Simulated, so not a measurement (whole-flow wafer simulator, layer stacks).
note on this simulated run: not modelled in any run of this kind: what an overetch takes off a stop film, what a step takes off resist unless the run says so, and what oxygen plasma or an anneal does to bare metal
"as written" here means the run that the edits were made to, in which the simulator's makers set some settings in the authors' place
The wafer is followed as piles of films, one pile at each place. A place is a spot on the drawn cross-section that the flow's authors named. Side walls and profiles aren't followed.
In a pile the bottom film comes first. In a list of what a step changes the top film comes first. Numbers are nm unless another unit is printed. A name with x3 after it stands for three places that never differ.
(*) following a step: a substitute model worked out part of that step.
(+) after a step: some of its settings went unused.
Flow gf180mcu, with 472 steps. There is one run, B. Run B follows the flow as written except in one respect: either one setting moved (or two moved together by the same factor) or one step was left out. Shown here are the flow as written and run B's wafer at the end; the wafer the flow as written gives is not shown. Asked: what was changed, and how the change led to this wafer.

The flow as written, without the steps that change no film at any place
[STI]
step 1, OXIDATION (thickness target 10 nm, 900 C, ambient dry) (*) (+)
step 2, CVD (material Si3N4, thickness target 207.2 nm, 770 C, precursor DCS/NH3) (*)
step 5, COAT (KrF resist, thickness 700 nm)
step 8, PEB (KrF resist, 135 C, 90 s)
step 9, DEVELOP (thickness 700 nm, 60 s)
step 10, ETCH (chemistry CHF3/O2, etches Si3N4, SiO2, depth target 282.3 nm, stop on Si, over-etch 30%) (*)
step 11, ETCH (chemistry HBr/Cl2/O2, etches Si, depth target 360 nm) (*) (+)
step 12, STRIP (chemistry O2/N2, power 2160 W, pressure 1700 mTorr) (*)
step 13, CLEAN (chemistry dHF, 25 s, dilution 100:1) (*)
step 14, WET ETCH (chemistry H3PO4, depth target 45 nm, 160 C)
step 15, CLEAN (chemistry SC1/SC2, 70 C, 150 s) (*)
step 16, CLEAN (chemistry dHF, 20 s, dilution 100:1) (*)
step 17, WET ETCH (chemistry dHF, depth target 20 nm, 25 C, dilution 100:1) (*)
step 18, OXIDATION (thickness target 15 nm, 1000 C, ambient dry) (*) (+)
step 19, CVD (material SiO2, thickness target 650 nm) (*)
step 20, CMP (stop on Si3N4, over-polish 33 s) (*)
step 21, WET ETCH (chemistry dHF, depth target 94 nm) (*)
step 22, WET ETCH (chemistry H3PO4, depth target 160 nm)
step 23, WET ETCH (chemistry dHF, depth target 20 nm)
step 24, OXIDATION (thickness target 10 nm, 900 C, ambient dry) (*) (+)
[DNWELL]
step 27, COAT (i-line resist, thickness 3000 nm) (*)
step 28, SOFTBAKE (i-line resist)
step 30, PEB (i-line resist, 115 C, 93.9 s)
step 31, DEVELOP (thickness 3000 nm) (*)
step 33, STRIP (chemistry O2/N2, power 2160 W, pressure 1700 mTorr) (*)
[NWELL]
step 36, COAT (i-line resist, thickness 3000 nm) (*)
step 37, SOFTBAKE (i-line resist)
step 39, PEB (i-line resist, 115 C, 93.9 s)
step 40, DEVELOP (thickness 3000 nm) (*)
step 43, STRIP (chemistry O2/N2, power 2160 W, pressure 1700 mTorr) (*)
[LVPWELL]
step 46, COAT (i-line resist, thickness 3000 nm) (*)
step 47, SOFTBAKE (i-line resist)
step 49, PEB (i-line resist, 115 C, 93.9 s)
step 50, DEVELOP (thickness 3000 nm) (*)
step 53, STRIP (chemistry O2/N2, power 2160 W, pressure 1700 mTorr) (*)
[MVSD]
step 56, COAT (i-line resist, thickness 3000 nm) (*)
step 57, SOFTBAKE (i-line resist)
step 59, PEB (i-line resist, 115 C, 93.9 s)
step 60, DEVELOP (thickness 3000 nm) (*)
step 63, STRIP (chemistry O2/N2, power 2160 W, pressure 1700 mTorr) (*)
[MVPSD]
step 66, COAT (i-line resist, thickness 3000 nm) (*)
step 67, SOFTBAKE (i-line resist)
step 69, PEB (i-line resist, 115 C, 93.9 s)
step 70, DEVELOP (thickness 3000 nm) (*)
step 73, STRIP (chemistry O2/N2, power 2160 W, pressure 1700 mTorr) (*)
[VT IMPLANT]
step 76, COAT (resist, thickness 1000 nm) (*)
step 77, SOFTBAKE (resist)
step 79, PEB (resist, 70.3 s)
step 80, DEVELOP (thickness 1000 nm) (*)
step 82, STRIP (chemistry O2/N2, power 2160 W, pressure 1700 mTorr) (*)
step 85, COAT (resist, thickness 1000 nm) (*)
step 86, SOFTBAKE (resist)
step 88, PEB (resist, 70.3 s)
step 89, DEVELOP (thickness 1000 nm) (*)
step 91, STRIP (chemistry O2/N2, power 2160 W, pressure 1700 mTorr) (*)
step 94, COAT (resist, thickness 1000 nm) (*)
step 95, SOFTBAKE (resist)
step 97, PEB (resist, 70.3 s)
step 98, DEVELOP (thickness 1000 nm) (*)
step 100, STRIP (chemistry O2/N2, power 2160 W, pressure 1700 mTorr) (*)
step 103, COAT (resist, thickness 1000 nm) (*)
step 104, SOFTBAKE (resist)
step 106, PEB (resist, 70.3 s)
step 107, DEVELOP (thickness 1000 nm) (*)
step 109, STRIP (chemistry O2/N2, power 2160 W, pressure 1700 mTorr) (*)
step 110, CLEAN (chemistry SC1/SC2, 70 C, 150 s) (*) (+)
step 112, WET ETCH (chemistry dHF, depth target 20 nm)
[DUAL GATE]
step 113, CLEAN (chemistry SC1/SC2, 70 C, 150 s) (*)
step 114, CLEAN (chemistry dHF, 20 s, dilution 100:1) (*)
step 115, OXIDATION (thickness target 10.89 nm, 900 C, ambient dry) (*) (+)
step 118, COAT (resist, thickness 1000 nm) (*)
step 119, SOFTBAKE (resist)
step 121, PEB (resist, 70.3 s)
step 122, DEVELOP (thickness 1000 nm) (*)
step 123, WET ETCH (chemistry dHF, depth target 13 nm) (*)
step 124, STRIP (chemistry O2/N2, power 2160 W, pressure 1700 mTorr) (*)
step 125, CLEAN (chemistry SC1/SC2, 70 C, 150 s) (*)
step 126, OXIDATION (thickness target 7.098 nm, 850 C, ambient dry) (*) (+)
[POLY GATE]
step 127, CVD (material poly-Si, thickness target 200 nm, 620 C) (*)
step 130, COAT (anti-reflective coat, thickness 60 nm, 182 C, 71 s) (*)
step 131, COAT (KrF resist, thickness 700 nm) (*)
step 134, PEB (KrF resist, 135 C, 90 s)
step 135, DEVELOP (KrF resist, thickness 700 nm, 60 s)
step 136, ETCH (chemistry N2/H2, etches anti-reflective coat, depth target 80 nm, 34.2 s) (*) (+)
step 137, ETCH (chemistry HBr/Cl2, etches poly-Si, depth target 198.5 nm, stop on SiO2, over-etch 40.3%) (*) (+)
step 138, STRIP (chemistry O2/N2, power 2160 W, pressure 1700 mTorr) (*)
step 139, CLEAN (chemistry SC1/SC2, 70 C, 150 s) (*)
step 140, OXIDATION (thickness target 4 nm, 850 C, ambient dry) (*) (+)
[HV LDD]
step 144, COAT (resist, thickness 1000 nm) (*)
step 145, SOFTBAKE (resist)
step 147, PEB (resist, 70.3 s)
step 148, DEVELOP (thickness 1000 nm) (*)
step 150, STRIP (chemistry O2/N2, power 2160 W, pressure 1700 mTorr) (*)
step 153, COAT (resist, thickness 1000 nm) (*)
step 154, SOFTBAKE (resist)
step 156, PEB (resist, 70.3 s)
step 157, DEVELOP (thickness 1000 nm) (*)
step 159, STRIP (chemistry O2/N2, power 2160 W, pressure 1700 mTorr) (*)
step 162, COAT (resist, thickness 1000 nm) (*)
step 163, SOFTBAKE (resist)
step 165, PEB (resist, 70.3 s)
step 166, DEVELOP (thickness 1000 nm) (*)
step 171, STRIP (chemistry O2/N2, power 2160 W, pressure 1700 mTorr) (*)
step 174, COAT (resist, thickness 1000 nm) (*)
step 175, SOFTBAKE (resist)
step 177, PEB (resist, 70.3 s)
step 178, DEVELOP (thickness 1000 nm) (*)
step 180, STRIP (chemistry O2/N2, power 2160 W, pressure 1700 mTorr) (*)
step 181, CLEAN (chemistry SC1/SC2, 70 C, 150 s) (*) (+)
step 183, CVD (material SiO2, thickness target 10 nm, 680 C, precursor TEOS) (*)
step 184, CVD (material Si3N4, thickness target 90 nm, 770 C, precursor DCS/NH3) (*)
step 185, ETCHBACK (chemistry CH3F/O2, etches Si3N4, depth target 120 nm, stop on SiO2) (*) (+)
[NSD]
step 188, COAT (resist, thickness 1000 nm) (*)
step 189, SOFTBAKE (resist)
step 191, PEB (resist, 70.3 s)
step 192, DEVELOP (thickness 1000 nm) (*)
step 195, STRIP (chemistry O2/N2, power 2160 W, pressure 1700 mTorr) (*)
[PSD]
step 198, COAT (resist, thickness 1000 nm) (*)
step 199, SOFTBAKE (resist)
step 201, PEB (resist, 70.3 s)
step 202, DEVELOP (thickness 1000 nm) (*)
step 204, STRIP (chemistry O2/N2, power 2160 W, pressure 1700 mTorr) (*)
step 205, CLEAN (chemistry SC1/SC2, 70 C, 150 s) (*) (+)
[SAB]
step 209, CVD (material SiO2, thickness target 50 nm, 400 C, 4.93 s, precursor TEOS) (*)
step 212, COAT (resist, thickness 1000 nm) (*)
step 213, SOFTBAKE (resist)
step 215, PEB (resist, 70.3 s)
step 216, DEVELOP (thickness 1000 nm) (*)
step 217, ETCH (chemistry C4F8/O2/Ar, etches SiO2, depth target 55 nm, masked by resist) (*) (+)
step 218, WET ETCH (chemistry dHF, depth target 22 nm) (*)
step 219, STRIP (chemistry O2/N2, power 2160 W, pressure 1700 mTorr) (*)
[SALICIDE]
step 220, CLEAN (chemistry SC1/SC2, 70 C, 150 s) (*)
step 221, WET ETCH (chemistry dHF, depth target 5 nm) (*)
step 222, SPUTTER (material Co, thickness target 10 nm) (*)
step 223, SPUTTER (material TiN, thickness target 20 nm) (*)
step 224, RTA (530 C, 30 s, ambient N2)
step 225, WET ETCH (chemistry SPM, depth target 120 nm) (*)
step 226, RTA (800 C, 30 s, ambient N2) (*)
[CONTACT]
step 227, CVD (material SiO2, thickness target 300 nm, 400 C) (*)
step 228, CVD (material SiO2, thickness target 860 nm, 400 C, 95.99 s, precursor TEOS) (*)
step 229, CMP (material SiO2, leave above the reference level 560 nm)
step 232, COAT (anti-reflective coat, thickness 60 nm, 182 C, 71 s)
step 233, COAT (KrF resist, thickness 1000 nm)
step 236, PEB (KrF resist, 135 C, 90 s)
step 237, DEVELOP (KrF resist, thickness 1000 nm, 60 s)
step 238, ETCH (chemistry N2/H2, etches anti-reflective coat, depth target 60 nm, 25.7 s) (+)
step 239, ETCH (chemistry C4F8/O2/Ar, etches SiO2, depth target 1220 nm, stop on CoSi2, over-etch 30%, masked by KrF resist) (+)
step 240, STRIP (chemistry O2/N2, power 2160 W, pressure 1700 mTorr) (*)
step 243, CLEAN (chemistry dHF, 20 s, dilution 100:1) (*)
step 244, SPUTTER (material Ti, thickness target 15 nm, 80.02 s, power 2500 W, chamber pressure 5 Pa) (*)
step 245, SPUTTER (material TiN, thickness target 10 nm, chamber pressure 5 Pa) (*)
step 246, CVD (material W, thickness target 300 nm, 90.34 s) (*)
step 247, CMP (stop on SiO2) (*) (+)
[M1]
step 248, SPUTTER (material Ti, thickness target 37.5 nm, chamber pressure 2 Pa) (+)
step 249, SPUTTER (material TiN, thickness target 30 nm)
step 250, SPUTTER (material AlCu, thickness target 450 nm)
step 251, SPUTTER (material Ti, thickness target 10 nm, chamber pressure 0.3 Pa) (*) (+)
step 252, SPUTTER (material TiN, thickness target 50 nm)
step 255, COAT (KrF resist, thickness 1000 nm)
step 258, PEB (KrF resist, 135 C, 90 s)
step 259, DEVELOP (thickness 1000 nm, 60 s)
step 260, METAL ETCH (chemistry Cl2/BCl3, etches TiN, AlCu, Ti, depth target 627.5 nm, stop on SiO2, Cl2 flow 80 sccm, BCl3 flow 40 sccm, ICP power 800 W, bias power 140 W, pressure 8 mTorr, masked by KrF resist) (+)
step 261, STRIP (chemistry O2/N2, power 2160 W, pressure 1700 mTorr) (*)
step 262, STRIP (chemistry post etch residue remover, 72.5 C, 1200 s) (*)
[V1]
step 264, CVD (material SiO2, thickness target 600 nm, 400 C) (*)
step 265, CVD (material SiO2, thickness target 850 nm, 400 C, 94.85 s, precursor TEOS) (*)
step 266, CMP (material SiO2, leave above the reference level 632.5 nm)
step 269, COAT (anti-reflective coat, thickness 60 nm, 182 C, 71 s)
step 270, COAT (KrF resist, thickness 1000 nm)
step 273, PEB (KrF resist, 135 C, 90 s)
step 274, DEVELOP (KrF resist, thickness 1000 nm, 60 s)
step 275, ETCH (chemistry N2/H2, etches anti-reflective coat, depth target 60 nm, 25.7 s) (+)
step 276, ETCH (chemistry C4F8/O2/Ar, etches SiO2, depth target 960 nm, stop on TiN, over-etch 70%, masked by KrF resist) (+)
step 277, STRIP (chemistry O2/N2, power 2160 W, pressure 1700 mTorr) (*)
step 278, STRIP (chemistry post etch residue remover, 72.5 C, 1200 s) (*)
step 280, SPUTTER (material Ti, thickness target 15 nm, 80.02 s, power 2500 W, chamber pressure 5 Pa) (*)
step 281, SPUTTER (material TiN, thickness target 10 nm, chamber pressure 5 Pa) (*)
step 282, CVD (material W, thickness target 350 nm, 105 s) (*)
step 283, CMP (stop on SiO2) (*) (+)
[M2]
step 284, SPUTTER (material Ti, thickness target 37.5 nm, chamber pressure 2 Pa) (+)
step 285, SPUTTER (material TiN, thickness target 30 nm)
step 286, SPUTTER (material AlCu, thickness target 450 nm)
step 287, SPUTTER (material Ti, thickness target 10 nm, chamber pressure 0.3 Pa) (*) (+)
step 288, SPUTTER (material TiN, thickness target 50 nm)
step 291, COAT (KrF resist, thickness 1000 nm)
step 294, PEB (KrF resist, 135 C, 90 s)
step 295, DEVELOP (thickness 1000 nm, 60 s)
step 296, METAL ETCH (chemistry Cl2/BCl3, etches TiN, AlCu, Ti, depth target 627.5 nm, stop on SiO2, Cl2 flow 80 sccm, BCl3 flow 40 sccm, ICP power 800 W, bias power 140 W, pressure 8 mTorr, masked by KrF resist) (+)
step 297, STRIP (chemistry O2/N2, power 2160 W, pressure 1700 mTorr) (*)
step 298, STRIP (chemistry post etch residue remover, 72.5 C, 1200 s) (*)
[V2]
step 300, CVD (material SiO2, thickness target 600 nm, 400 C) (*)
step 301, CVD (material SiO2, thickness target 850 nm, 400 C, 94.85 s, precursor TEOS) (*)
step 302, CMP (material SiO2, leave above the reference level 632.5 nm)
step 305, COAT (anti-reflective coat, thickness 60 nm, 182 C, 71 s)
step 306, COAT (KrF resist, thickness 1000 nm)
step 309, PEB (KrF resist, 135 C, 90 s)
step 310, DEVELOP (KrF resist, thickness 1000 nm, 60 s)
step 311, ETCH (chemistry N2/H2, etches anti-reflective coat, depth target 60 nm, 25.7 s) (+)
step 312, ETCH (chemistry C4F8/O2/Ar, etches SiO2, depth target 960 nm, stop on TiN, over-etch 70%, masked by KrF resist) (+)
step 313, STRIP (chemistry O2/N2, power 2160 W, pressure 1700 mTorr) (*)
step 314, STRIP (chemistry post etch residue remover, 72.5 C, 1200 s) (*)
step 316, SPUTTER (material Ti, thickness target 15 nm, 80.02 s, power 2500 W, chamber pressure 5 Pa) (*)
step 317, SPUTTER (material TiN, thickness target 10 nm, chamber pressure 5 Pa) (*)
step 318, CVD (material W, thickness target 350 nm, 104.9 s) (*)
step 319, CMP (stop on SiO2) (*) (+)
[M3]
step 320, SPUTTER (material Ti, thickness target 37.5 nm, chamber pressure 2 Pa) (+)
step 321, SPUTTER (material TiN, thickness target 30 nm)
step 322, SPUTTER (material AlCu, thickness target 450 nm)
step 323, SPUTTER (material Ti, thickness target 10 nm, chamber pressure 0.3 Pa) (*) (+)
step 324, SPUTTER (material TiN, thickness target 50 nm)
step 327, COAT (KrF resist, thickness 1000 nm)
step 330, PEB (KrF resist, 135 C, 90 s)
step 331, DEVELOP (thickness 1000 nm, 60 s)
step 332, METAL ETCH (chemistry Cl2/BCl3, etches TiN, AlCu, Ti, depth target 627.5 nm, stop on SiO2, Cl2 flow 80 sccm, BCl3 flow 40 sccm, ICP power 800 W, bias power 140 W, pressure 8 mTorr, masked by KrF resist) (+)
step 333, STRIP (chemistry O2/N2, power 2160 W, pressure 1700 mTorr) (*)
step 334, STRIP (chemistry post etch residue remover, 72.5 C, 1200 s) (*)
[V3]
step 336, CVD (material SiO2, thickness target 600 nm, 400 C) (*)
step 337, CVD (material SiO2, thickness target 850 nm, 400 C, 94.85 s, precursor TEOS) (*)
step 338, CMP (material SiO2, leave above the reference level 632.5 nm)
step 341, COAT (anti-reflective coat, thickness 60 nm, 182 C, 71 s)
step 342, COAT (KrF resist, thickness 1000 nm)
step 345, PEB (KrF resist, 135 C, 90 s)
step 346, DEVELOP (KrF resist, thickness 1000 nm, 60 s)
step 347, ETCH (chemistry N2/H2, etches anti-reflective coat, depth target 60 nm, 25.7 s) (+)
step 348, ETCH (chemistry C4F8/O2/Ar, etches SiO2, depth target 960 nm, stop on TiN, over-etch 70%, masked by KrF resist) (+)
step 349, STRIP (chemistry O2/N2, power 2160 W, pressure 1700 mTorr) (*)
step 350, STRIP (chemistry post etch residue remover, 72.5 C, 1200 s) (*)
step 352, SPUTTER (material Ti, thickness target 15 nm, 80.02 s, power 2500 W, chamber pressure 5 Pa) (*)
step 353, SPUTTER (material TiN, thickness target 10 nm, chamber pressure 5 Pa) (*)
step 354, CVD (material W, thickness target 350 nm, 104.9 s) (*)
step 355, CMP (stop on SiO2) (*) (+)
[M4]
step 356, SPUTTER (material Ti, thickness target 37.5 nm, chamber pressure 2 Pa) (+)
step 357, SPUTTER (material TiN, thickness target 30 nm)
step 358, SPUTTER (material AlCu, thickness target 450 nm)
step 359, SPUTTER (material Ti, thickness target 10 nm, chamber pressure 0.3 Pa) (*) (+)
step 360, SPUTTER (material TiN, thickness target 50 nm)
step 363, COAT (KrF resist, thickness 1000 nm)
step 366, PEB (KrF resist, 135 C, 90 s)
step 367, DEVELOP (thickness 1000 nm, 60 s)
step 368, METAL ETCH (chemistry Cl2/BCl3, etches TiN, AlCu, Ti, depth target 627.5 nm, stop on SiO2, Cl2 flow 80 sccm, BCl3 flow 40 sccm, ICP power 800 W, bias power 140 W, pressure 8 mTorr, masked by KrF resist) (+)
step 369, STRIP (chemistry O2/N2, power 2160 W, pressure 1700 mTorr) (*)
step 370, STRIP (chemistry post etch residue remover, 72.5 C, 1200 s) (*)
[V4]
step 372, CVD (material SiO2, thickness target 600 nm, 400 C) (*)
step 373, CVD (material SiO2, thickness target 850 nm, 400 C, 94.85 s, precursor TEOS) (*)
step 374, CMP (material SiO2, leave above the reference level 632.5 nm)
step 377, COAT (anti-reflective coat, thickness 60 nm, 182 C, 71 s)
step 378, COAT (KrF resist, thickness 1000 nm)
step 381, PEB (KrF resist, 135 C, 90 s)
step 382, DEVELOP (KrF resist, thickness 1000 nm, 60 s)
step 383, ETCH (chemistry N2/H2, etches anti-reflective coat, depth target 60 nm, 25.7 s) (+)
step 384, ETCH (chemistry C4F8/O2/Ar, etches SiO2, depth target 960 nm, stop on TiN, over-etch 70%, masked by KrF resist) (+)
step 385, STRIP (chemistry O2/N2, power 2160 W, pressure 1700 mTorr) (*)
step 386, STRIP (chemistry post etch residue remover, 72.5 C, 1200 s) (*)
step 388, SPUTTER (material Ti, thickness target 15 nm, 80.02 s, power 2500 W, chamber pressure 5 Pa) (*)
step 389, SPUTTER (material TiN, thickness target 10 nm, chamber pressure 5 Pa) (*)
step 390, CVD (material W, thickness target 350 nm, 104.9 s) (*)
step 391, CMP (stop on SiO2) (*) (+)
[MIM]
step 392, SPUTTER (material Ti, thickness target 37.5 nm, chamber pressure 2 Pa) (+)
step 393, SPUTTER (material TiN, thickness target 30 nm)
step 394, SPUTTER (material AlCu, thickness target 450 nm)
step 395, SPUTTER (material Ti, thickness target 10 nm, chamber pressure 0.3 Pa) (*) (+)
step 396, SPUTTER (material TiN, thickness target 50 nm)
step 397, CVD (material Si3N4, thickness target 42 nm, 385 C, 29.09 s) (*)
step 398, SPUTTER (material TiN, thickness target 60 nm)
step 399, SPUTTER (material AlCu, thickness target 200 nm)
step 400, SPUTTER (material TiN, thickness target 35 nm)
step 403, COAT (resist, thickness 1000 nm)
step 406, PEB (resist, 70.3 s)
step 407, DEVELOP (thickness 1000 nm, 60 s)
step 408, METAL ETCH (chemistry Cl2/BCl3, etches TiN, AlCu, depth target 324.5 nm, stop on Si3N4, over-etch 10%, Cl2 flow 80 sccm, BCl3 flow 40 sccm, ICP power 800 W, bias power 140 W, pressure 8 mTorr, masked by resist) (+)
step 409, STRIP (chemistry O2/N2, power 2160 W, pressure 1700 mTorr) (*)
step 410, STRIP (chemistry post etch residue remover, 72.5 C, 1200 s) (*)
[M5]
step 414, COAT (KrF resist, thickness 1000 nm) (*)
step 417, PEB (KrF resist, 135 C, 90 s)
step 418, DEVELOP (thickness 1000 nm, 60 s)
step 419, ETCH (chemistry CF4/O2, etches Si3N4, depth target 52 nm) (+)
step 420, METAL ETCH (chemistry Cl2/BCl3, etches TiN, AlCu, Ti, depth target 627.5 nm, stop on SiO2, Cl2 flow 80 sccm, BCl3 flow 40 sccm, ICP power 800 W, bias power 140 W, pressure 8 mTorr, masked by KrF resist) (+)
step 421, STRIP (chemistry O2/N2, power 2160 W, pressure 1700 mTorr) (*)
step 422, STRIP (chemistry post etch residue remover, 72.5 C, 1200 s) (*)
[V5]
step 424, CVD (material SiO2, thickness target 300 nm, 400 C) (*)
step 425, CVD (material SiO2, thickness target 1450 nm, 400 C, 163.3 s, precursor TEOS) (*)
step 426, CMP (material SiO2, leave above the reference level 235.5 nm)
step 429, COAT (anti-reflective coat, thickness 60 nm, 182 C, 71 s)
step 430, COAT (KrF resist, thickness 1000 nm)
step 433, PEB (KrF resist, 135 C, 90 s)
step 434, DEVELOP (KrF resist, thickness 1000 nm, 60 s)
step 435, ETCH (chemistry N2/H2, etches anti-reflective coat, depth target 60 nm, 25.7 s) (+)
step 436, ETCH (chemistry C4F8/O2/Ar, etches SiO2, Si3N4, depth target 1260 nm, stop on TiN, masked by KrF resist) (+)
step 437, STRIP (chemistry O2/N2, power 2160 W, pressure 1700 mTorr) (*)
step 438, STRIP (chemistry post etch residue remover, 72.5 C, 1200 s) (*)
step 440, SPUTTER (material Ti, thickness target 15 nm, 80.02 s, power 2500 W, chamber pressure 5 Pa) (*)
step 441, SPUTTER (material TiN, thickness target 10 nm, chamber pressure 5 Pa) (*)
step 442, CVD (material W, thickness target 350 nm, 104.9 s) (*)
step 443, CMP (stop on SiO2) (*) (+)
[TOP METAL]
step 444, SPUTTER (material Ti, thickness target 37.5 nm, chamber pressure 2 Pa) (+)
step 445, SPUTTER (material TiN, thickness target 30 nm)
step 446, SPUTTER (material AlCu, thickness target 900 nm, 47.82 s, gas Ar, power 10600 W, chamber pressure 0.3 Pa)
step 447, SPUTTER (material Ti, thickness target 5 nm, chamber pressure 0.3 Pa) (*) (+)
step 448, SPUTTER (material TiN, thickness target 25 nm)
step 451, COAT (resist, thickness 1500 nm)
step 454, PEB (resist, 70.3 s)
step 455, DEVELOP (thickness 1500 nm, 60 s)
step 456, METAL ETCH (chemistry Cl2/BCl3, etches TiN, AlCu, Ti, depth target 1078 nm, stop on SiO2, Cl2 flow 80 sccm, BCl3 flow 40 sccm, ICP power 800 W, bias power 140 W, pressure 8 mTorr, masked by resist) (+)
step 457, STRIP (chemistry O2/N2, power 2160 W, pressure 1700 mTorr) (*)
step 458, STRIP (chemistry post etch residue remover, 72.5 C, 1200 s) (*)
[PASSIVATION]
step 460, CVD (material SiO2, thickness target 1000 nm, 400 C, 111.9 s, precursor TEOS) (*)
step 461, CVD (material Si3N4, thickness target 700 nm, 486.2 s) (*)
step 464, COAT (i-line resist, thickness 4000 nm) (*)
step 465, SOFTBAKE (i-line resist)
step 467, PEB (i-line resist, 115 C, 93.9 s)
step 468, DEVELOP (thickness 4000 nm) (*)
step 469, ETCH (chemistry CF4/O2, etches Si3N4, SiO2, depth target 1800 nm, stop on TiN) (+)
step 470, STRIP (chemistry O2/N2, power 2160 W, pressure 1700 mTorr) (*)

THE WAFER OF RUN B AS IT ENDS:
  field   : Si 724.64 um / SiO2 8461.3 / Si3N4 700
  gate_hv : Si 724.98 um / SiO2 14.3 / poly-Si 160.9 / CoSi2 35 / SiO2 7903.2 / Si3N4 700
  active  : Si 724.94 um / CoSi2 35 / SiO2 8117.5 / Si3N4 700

The reason: step 302, CMP: leave above the reference level 866.5 nm was run, though the flow has leave above the reference level 632.5 nm.

How this came from the change, step by step:
  step 302, CMP (material SiO2, leave above the reference level 632.5 nm)
      field, field__w1, field__w2 and 103 more: SiO2 loses 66 (in the flow as written it would be: SiO2 loses 300)
      field__w8, contact, m1, m1__w1, m1_nw: SiO2 loses 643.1 (in the flow as written it would be: SiO2 loses 877.1)
  step 312, ETCH (chemistry C4F8/O2/Ar, etches SiO2, depth target 960 nm, stop on TiN, over-etch 70%, masked by KrF resist) (+)
      contact: SiO2 loses 806.5 (all of it) (in the flow as written it would be: SiO2 loses 572.5 (all of it))
  step 316, SPUTTER (material Ti, thickness target 15 nm, 80.02 s, power 2500 W, chamber pressure 5 Pa) (*)
      contact: Ti gains 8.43 (new film) (in the flow as written it would be: Ti gains 9.65 (new film))
  step 317, SPUTTER (material TiN, thickness target 10 nm, chamber pressure 5 Pa) (*)
      contact: TiN gains 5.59 (new film) (in the flow as written it would be: TiN gains 6.4 (new film))
  step 318, CVD (material W, thickness target 350 nm, 104.9 s) (*)
      contact: W gains 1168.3 (new film) (in the flow as written it would be: W gains 932.3 (new film))
